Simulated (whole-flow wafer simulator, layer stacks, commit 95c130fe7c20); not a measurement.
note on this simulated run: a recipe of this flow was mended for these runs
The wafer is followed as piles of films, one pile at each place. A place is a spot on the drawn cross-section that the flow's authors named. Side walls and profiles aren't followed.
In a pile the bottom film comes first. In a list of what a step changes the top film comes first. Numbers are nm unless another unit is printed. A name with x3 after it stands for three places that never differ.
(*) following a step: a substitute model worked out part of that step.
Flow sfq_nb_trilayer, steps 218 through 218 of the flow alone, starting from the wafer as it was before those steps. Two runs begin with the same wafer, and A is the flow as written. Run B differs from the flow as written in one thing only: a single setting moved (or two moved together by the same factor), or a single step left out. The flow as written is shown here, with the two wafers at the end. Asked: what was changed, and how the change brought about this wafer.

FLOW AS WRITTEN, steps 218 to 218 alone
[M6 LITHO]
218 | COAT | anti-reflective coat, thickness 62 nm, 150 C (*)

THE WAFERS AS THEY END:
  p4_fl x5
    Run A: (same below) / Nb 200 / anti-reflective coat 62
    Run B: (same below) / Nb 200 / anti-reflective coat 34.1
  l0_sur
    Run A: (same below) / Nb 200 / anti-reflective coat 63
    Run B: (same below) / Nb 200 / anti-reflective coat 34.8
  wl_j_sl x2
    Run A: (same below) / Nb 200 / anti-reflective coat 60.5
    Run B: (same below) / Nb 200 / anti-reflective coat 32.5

Cause: step 218, COAT: thickness 34.1 nm was run, while the flow as written has thickness 62 nm.
The wafer itself shows it: p4_fl x5 has anti-reflective coat 34.1, and step 218 as written asks for 62 nm.

How this came from the change, step by step:
  218 | COAT | anti-reflective coat, thickness 62 nm, 150 C (*)
      p4_fl x5, p4_w1 x9, p3_s0 x9 and 41 more: A +62 anti-reflective coat (new film) | B +34.1 anti-reflective coat (new film)
      l0_sur, l0v: A +63 anti-reflective coat (new film) | B +34.8 anti-reflective coat (new film)
      (and at 40 other places as well)
